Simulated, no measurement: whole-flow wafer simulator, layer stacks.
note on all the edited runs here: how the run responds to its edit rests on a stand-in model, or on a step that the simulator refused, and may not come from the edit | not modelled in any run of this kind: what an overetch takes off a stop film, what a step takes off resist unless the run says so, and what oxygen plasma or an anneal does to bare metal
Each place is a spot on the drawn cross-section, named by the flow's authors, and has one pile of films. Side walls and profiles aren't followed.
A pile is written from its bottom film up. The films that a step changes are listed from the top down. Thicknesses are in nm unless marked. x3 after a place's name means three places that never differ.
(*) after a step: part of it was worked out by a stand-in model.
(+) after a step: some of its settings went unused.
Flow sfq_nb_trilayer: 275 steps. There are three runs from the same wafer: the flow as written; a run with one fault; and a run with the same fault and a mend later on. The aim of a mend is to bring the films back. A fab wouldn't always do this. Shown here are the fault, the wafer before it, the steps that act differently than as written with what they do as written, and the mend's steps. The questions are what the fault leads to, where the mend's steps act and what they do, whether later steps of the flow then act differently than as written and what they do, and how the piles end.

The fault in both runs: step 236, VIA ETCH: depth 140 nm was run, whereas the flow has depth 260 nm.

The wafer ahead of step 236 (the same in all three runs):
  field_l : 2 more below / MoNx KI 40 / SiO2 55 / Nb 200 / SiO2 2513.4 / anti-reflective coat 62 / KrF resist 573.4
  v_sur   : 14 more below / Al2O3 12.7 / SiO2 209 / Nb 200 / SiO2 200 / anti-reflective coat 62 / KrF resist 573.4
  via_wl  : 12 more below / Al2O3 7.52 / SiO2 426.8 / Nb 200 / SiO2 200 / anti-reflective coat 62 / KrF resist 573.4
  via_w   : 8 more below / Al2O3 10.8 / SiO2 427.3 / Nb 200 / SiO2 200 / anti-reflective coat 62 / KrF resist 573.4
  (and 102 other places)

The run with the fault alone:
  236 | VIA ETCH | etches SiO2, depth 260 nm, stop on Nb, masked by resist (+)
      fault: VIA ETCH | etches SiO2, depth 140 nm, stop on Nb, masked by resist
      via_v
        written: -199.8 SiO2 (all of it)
        fault: -140 SiO2
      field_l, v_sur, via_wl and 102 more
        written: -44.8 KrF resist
        fault: -24.1 KrF resist
  Steps further on in the flow that do not act as written (not shown: 3 more steps that differ only slightly, by at most 2% or 0.5 nm, whichever is larger):
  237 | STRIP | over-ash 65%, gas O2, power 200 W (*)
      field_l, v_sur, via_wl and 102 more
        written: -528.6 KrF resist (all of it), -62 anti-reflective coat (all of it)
        fault: -549.3 KrF resist (all of it), -62 anti-reflective coat (all of it)
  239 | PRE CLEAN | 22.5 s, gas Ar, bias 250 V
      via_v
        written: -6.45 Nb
        fault: -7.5 SiO2
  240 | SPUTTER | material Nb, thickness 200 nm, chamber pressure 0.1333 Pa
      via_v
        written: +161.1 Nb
        fault: +175.4 Nb (new film)
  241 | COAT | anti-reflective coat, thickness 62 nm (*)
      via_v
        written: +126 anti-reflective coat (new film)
        fault: +111.8 anti-reflective coat (new film)
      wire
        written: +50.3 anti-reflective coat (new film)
        fault: +51.4 anti-reflective coat (new film)
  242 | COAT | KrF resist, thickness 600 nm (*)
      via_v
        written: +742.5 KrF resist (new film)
        fault: +693.3 KrF resist (new film)
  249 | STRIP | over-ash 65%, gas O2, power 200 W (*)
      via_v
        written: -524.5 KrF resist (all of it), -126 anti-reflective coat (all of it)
        fault: -475.5 KrF resist (all of it), -111.8 anti-reflective coat (all of it)
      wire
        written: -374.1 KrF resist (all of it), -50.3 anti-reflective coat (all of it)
        fault: -378.8 KrF resist (all of it), -51.4 anti-reflective coat (all of it)
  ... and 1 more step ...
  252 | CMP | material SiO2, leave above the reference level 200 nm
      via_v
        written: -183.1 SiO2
        fault: -157.1 SiO2
  The piles end different from the flow's at via_v by more than 2% or 0.5 nm, whichever is larger.
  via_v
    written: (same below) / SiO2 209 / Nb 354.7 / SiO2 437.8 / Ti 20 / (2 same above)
    fault: (same below) / SiO2 209 / Nb 200 / SiO2 52.3 / Nb 175.4 / SiO2 364.8 / Ti 20 / (2 same above)

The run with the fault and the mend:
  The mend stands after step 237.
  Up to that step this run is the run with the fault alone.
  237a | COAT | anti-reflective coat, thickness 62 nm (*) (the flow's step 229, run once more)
      p4_fl x3, p4_w1 x9, p4_g1 x2 and 63 more
        +62 anti-reflective coat (new film)
      r_sur, res, r_end and 7 more
        +61.8 anti-reflective coat (new film)
      c5j, ce_r, sp_r, be_r
        +61.7 anti-reflective coat (new film)
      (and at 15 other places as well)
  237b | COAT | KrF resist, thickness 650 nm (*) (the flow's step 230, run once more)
      p4_fl x3, p4_w1 x9, p4_g1 x2 and 63 more
        +650 KrF resist (new film)
      lsp_l, ln_m5, lsp_m, ln_m6, lsp_r, l0_sur, l0v
        +649.7 KrF resist (new film)
      r_end, moat, field_r
        +649.6 KrF resist (new film)
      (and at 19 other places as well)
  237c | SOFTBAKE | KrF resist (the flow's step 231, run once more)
      leaves every film unchanged at each place that is followed
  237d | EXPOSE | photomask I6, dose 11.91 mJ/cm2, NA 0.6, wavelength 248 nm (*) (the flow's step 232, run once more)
      leaves every film unchanged at each place that is followed
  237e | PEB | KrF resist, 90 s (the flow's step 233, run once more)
      ce_l, c5j, ce_r and 91 more
        -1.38 KrF resist
      field_l, v_sur, via_wl and 8 more
        -1.37 KrF resist
      via_v
        -1.58 KrF resist
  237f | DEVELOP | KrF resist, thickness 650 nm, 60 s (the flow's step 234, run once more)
      field_l, v_sur, via_wl and 102 more
        -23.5 KrF resist
      via_v
        -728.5 KrF resist (all of it)
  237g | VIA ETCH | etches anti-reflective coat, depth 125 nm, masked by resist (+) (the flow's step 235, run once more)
      field_l, v_sur, via_wl and 102 more
        -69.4 KrF resist
      via_v
        -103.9 anti-reflective coat (all of it), -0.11 SiO2
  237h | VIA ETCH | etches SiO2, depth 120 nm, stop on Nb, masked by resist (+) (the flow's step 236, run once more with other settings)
      field_l, via_wl, via_w and 100 more
        -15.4 KrF resist
      v_sur, be
        -15.5 KrF resist
      via_v
        -59.7 SiO2 (all of it)
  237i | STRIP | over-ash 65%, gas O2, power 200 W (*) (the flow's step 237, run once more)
      p4_fl x3, p4_w1 x9, p4_g1 x2 and 63 more
        -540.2 KrF resist (all of it), -62 anti-reflective coat (all of it)
      lsp_l, ln_m5, lsp_m, ln_m6, lsp_r
        -539.9 KrF resist (all of it), -61.8 anti-reflective coat (all of it)
      res, r_end, moat, field_r
        -539.8 KrF resist (all of it), -61.8 anti-reflective coat (all of it)
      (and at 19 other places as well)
  Every later step of the flow that is run acts as written, at every place that is followed, to within 2% or 0.5 nm, whichever is larger.
  The piles end the same as the flow's at every place that both follow.
